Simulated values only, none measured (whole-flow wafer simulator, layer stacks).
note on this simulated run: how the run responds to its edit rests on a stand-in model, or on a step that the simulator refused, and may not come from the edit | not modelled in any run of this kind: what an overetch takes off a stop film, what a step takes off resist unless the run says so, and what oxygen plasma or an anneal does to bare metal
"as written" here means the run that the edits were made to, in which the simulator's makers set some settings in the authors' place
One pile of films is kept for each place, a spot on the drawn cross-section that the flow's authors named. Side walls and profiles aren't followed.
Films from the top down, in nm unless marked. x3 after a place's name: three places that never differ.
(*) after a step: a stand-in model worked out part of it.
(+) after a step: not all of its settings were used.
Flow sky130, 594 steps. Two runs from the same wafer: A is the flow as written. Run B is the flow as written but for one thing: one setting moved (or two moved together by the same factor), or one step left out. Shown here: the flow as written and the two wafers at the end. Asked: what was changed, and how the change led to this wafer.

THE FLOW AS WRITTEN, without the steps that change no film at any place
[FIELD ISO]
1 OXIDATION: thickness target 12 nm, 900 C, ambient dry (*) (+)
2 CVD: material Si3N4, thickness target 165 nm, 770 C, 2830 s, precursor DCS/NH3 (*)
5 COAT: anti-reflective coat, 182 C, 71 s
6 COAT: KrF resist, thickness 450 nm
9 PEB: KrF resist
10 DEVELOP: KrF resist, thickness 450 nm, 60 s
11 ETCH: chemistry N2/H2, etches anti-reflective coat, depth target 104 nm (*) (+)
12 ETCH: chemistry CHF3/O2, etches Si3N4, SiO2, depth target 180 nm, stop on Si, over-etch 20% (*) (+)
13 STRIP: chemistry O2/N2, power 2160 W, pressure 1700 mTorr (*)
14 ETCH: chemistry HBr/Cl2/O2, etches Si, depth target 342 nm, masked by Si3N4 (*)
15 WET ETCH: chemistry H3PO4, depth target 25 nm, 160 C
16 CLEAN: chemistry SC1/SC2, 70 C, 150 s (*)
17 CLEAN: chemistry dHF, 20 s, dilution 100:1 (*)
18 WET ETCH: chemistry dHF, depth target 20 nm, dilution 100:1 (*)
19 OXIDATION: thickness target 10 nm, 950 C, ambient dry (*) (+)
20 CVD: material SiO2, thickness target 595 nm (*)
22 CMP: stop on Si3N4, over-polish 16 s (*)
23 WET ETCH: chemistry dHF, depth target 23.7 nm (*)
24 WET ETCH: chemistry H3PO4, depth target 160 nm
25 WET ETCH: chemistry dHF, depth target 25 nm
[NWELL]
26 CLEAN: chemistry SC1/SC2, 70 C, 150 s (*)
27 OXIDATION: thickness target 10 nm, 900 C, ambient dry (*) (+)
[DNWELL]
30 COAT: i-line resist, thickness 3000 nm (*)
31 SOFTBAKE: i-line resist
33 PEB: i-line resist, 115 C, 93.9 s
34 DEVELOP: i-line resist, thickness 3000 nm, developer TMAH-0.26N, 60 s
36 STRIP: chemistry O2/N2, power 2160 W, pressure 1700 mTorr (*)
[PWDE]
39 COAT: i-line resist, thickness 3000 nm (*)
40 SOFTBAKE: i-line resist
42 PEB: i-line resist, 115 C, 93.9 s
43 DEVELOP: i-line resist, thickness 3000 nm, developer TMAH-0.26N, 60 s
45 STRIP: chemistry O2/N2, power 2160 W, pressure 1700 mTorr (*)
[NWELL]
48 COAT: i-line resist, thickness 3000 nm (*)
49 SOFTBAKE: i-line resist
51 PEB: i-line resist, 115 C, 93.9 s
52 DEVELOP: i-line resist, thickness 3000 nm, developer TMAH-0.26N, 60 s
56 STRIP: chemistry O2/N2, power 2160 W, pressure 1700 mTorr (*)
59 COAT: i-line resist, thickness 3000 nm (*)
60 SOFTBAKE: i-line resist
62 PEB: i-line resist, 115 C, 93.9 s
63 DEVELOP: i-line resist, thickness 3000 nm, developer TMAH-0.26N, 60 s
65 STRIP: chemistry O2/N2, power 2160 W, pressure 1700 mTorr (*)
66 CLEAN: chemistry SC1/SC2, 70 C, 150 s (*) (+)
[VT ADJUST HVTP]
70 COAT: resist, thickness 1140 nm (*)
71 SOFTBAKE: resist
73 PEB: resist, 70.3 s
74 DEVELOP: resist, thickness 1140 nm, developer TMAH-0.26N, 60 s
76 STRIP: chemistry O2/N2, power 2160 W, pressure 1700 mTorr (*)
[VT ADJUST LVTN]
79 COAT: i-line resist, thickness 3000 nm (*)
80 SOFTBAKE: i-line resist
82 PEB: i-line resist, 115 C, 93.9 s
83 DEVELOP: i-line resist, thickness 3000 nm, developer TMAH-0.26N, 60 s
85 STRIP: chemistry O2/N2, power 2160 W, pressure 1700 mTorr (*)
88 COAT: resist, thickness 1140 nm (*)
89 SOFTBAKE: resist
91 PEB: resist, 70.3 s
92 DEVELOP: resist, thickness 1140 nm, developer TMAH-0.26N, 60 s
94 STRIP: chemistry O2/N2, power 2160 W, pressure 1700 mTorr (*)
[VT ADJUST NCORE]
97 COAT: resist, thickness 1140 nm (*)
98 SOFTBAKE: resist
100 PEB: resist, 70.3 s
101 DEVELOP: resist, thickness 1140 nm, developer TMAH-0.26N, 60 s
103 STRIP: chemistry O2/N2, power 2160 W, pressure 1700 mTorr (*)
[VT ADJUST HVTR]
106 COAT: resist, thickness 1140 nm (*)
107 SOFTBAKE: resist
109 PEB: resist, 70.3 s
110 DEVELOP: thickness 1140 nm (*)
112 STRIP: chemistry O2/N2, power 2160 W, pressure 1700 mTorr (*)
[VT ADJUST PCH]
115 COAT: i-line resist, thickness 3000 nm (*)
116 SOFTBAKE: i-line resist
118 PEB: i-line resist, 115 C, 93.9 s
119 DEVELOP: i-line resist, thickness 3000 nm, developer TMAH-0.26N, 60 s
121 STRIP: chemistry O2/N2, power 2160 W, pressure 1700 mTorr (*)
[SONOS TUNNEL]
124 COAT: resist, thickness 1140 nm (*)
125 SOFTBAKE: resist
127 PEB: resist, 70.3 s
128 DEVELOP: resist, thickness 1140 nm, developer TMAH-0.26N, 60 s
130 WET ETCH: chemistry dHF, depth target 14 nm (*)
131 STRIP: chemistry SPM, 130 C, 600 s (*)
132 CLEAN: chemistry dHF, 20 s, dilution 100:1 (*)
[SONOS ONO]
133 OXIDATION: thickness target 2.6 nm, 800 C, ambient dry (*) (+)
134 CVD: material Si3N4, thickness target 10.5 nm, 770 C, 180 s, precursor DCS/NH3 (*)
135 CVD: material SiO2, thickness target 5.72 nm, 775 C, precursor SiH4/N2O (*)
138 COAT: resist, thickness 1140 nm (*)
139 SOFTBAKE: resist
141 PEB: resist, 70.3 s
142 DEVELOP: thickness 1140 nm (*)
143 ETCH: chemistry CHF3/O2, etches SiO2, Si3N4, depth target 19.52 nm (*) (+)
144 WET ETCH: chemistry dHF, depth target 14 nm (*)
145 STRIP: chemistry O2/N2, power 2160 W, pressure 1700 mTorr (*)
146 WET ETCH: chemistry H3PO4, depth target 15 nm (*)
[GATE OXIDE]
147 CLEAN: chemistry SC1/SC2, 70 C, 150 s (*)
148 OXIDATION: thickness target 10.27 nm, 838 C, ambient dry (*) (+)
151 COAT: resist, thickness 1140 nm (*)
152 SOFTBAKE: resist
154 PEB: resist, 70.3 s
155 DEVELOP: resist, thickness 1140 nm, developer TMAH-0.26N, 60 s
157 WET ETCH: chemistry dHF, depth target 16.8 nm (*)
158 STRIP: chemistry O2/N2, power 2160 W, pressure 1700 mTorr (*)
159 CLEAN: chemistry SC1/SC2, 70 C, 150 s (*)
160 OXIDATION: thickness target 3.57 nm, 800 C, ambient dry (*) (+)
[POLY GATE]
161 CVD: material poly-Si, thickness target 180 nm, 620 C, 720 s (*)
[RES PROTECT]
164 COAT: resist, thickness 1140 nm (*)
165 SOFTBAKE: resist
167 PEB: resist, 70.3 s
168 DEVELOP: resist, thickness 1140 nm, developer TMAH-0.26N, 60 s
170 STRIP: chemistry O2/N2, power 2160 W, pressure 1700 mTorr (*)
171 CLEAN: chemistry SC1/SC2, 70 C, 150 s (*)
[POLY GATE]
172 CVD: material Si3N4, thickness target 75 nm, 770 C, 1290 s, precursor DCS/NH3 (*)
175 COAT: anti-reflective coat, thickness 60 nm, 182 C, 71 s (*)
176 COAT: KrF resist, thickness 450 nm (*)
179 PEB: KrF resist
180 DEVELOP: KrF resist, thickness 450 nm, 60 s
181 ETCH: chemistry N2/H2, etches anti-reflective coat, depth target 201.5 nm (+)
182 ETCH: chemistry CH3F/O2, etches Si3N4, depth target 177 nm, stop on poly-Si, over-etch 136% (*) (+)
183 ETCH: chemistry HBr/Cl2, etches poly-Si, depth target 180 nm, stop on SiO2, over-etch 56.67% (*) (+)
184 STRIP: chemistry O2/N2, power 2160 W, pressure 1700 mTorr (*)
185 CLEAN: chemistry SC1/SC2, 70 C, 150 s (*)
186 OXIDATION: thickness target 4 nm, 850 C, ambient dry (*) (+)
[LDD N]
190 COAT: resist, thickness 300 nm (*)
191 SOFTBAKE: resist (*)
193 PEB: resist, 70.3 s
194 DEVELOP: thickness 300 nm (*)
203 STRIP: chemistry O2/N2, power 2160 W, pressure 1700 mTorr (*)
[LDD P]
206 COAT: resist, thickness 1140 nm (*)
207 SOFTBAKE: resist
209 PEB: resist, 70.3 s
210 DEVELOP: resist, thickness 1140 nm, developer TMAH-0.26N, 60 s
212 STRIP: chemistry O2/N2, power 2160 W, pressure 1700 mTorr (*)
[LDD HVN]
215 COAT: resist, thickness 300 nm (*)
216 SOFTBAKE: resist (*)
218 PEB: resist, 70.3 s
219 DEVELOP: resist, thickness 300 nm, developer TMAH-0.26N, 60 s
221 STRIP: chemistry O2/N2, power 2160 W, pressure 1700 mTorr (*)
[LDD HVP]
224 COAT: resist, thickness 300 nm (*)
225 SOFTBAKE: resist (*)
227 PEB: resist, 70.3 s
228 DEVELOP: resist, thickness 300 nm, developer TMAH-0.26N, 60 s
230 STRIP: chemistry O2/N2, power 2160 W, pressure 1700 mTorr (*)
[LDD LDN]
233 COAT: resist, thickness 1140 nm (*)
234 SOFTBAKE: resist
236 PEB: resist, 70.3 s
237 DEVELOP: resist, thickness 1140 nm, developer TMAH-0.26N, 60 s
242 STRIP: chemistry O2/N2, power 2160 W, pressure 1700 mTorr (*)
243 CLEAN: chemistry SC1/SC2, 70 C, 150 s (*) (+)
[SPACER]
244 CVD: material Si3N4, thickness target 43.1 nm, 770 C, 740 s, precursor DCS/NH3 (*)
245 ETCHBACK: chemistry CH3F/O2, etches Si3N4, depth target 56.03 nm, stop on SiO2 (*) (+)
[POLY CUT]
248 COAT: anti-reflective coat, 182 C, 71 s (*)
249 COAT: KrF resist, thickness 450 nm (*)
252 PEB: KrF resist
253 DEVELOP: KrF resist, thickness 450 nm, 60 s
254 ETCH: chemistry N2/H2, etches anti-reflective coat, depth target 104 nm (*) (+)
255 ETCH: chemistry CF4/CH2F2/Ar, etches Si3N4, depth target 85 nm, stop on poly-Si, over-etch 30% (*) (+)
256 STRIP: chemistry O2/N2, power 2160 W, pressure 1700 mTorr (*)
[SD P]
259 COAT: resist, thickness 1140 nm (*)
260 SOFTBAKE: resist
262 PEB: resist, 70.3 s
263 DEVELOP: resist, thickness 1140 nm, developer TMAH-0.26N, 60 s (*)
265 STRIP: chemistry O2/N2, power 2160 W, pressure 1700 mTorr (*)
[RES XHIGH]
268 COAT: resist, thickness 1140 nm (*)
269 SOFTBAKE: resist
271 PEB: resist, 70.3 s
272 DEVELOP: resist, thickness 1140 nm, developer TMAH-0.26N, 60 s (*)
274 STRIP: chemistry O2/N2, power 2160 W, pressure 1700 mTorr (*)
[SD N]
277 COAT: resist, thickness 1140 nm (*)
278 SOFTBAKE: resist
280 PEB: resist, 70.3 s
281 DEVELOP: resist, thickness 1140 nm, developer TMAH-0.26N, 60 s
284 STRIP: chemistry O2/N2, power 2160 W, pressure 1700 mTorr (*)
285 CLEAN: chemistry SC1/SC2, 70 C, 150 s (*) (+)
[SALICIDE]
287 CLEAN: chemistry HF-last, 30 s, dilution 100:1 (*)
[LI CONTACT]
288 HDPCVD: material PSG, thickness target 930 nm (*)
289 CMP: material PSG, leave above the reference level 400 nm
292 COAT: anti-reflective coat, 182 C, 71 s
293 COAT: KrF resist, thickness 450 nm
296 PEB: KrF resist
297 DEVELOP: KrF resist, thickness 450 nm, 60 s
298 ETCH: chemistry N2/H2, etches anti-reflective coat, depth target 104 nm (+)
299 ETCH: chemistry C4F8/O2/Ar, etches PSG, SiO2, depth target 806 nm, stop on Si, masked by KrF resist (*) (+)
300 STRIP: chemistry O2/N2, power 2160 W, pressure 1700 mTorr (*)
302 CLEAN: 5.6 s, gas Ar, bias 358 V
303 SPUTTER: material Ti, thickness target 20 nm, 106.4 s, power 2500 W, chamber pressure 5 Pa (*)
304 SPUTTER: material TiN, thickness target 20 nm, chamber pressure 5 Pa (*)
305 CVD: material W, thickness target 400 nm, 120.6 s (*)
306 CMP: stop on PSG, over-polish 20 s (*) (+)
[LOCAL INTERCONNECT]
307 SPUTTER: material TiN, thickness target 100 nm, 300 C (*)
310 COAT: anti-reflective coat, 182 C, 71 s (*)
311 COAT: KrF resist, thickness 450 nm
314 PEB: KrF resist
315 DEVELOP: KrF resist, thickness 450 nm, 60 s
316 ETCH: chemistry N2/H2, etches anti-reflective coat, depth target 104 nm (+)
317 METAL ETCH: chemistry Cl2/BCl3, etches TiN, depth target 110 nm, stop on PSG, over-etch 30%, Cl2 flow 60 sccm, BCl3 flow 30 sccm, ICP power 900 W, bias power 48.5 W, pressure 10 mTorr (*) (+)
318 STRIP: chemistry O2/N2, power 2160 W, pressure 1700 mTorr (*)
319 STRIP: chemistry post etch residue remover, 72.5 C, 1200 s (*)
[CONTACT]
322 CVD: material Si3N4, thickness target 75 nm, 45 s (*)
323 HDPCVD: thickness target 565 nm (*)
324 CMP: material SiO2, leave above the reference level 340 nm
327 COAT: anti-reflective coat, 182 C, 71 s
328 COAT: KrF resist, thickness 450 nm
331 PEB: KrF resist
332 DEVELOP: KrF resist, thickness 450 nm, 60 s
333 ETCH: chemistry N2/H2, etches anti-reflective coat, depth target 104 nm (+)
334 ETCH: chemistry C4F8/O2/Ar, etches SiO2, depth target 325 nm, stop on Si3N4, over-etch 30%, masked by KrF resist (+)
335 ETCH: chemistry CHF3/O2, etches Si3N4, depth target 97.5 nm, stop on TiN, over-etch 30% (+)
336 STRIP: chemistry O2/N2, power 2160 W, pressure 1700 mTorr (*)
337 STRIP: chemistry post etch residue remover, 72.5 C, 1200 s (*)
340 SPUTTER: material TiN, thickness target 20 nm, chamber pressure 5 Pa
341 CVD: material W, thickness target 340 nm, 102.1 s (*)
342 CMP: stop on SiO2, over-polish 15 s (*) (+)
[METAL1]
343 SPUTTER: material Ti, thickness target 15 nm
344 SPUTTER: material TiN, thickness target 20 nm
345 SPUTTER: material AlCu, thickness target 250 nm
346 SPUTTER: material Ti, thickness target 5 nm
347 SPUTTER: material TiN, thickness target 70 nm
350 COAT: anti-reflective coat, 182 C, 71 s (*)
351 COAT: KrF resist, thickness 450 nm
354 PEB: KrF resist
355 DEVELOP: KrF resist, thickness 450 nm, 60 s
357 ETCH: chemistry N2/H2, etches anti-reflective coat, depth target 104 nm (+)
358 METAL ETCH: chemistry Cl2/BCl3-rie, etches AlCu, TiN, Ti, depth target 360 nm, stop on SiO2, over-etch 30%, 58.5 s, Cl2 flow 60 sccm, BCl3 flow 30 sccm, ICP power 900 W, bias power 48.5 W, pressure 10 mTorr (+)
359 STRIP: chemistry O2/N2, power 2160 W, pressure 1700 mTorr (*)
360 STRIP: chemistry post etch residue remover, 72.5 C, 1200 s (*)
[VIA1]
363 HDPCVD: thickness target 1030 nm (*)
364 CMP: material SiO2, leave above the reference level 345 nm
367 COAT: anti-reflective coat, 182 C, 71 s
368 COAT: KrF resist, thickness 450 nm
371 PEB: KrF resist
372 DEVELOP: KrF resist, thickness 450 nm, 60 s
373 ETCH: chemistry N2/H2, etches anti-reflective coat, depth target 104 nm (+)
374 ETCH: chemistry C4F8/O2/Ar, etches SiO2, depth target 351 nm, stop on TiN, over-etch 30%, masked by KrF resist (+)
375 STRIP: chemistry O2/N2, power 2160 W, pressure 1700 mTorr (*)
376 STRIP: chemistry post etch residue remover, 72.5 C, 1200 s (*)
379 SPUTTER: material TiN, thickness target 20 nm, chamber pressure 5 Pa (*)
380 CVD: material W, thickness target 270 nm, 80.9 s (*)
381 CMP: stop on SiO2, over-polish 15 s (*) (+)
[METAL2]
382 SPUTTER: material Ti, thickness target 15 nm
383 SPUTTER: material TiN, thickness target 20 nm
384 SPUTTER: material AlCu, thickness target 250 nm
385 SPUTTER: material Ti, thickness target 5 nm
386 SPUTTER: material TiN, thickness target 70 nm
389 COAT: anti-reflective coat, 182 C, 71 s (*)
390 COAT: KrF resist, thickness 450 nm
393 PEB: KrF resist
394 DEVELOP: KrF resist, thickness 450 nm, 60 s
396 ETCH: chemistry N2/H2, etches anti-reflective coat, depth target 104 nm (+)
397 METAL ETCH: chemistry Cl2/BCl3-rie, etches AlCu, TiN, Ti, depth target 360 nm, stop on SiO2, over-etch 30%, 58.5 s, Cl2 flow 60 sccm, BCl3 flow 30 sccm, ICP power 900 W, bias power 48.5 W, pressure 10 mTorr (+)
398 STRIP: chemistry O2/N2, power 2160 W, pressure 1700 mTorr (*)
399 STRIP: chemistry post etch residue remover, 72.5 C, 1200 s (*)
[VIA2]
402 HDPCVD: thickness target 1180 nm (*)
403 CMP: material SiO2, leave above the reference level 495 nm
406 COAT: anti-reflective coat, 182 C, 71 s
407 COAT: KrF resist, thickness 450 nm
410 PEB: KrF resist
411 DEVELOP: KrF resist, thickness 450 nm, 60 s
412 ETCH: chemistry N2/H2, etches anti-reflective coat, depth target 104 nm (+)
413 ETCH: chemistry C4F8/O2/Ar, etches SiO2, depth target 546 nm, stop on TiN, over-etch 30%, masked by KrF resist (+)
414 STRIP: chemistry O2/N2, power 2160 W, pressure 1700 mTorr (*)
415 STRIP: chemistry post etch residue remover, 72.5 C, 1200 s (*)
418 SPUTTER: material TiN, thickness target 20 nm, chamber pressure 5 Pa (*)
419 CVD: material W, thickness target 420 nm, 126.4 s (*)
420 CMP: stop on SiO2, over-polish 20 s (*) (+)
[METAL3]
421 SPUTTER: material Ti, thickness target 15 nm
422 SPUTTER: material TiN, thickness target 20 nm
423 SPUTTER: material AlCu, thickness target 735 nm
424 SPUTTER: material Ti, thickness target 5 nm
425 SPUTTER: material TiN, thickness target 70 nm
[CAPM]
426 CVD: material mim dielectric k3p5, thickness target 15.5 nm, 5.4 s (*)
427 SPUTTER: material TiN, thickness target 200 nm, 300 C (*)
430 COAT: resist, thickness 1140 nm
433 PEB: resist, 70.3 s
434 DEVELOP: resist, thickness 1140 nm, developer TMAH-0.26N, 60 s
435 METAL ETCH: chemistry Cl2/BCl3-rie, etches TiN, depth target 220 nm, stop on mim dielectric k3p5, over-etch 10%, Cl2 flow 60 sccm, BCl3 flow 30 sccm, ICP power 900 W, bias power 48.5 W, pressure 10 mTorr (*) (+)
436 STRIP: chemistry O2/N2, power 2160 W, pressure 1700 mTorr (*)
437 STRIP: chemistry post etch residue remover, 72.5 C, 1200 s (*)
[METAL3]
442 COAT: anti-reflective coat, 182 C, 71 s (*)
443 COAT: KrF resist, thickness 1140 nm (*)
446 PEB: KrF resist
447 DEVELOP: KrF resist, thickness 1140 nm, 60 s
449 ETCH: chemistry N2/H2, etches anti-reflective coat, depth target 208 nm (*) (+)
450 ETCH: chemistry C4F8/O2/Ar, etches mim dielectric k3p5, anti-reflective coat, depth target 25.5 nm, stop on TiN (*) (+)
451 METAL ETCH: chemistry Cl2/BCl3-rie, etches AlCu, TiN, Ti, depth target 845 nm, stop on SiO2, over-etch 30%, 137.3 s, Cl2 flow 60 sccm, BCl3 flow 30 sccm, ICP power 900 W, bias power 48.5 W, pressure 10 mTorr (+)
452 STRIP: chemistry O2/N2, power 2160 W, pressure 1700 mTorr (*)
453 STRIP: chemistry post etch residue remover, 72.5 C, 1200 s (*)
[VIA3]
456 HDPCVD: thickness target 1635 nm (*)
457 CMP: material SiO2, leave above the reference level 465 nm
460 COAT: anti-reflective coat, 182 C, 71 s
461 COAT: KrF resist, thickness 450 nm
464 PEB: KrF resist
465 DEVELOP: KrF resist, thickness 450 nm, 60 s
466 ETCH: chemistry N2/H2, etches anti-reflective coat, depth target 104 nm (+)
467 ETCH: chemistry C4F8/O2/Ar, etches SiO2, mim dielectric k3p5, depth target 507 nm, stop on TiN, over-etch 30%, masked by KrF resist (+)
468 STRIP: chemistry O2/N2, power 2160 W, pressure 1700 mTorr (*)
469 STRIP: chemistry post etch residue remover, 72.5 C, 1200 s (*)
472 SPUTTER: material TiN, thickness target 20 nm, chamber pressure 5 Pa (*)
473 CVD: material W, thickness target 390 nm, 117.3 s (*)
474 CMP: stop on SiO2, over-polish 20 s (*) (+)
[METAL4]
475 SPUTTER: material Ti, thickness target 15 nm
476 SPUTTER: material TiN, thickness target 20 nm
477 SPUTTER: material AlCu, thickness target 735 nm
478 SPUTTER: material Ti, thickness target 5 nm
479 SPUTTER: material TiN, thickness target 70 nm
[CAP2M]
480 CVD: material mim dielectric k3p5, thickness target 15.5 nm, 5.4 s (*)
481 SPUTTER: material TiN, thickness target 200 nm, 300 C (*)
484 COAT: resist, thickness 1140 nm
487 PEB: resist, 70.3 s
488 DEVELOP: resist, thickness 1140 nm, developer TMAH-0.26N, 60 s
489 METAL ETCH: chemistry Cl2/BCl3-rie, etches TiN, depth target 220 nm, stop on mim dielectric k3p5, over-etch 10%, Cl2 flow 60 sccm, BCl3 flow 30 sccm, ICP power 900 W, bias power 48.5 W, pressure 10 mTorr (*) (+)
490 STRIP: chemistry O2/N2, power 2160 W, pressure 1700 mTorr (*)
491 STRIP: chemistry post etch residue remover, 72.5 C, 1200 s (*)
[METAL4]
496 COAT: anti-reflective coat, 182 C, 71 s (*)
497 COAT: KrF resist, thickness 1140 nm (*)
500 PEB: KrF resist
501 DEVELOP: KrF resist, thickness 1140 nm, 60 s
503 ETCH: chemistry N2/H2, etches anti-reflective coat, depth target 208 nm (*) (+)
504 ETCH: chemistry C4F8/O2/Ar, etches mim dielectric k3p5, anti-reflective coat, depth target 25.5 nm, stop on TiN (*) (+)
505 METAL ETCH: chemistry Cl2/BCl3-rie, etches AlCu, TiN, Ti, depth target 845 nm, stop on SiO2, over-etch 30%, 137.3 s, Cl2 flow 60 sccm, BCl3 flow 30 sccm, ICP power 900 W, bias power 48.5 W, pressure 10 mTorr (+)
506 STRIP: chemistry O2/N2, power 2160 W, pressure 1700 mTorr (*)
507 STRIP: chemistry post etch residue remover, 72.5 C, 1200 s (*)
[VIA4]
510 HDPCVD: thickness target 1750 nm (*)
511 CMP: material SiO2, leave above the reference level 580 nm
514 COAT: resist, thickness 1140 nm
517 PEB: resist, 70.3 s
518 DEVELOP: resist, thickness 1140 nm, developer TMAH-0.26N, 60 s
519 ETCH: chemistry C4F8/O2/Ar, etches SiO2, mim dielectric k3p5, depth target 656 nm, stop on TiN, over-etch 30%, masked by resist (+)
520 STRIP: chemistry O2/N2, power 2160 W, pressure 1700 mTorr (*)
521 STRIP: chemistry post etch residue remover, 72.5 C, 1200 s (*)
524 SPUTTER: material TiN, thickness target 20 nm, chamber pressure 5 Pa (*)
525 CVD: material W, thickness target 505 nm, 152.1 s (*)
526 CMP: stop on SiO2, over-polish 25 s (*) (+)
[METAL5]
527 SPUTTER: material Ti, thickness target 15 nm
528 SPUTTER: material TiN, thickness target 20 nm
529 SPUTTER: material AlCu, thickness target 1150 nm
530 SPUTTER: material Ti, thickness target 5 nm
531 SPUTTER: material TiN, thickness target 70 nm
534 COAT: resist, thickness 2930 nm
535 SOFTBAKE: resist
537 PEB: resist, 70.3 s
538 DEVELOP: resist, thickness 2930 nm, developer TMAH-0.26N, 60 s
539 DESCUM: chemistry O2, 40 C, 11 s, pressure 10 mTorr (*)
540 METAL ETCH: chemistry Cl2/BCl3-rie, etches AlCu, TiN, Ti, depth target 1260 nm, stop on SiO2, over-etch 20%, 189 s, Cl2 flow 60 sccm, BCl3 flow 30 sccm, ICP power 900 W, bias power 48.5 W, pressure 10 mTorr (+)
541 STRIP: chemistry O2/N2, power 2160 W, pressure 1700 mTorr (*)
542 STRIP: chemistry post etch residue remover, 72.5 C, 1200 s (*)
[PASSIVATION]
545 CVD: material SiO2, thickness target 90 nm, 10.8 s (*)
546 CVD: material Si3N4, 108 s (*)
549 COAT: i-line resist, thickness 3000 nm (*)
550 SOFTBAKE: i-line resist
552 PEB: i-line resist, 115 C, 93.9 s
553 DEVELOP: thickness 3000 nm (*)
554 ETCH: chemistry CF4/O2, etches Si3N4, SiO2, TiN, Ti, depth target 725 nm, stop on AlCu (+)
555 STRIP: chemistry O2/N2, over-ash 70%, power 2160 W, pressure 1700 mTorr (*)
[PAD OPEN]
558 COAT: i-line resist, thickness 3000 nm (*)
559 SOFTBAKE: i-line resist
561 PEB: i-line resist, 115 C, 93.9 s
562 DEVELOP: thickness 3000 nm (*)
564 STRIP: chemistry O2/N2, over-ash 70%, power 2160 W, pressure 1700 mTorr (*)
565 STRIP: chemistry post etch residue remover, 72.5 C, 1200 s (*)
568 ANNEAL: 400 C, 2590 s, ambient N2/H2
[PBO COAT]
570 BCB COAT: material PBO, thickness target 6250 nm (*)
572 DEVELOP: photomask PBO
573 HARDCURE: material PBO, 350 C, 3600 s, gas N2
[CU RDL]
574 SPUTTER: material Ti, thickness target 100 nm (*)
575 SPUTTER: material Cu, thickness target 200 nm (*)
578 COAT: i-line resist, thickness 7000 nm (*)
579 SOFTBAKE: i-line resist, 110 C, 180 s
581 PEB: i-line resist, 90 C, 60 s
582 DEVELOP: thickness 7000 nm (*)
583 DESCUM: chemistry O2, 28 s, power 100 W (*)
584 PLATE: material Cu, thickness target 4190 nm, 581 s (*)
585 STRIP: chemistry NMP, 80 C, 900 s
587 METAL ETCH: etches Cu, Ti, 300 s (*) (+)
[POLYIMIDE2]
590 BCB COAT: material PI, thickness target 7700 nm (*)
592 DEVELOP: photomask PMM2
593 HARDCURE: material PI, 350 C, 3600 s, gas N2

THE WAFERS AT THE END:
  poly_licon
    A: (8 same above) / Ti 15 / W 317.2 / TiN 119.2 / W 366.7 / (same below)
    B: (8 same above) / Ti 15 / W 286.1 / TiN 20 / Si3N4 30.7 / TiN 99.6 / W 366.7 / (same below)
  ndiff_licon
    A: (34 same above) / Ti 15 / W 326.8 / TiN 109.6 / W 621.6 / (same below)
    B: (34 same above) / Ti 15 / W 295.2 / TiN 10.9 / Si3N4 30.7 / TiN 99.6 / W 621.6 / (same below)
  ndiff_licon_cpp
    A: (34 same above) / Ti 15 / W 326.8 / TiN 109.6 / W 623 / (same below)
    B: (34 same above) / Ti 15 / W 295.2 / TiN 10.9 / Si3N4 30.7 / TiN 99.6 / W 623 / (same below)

The cause: step 335, ETCH: depth target 43.9 nm was run, where the flow has depth target 97.5 nm.

How the change led to this, step by step:
  335 ETCH: chemistry CHF3/O2, etches Si3N4, depth target 97.5 nm, stop on TiN, over-etch 30% (+)
      poly_licon, ndiff_licon, ndiff_licon_cpp, rpo_hd_licon: A Si3N4 -75 (all of it) | B Si3N4 -43.9
      field, active, n_well and 184 more: A KrF resist -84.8 | B KrF resist -38.2
  336 STRIP: chemistry O2/N2, power 2160 W, pressure 1700 mTorr (*)
      field, active, n_well and 184 more: A KrF resist -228 (all of it), anti-reflective coat -80 (all of it) | B KrF resist -274.7 (all of it), anti-reflective coat -80 (all of it)
  340 SPUTTER: material TiN, thickness target 20 nm, chamber pressure 5 Pa
      ndiff_licon, ndiff_licon_cpp, rpo_hd_licon: A TiN +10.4 | B TiN +10.9 (new film)
      poly_licon: A TiN +20 | B TiN +20 (new film)
  341 CVD: material W, thickness target 340 nm, 102.1 s (*)
      ndiff_licon, ndiff_licon_cpp, rpo_hd_licon: A W +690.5 (new film) | B W +658.9 (new film)
  342 CMP: stop on SiO2, over-polish 15 s (*) (+)
      poly_licon: A W -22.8 | B W -53.9
Counting metal films that touch as one body, poly_licon has 3 bodies (between them, from the top down: Si3N4 30.7; void 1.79); the flow as written gives 2 bodies (between them, from the top down: void 1.79).
Counting metal films that touch as one body, ndiff_licon has 7 bodies (between them, from the top down: SiO2 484 / mim dielectric k3p5 15.5; SiO2 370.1 / mim dielectric k3p5 15.5; SiO2 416; SiO2 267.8; Si3N4 30.7; void 1.78); the flow as written gives 6 bodies (between them, from the top down: SiO2 484 / mim dielectric k3p5 15.5; SiO2 370.1 / mim dielectric k3p5 15.5; SiO2 416; SiO2 267.8; void 1.78).
Counting metal films that touch as one body, ndiff_licon_cpp has 7 bodies (between them, from the top down: SiO2 484 / mim dielectric k3p5 15.5; SiO2 370.1 / mim dielectric k3p5 15.5; SiO2 416; SiO2 267.8; Si3N4 30.7; void 1.78); the flow as written gives 6 bodies (between them, from the top down: SiO2 484 / mim dielectric k3p5 15.5; SiO2 370.1 / mim dielectric k3p5 15.5; SiO2 416; SiO2 267.8; void 1.78).
